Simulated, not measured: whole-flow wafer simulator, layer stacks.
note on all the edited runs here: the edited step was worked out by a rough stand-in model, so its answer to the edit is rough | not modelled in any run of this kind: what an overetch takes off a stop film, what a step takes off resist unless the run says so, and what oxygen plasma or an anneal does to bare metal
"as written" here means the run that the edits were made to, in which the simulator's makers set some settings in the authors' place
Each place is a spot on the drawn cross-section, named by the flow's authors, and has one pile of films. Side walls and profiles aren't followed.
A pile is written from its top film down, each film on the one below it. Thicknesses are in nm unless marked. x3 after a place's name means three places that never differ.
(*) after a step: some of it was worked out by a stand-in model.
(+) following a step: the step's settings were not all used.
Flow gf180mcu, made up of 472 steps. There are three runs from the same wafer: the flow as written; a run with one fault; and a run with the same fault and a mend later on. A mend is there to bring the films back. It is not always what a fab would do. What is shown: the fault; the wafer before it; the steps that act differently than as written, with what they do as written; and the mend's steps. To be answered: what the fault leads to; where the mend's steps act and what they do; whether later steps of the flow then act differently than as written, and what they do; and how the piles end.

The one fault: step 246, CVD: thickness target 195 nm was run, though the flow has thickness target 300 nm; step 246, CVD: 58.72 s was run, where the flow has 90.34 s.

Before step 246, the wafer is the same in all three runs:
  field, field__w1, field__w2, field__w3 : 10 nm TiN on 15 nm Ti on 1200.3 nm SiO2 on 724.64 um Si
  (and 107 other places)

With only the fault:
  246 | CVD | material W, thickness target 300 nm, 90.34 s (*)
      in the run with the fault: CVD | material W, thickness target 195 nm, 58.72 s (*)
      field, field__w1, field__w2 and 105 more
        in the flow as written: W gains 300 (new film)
        in the run with the fault: W gains 195.4 (new film)
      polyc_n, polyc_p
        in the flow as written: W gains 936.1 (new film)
        in the run with the fault: W gains 831.5 (new film)
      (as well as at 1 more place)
  Steps further on in the flow that do not act as written:
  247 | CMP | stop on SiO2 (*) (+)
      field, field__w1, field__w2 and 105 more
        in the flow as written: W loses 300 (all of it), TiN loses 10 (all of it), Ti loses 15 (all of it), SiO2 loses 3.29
        in the run with the fault: W loses 195.4 (all of it), TiN loses 10 (all of it), Ti loses 15 (all of it), SiO2 loses 2.23
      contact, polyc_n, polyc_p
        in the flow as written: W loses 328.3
        in the run with the fault: W loses 222.6
  When the end is reached, the piles differ only a little from the flow's at the places that both follow, at most by 2% or 0.5 nm, whichever is larger.

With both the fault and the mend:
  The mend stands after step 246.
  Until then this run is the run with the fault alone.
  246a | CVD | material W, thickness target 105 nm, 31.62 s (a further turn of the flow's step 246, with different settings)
      field, field__w1, field__w2 and 105 more
        W gains 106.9
      contact, polyc_n, polyc_p
        W gains 107
  Later steps of the flow that are run all act as written at every place that is followed, up to a difference of at most 2% or 0.5 nm, whichever is larger.
  When the end is reached, the piles differ only a little from the flow's at the places that both follow, at most by 2% or 0.5 nm, whichever is larger.
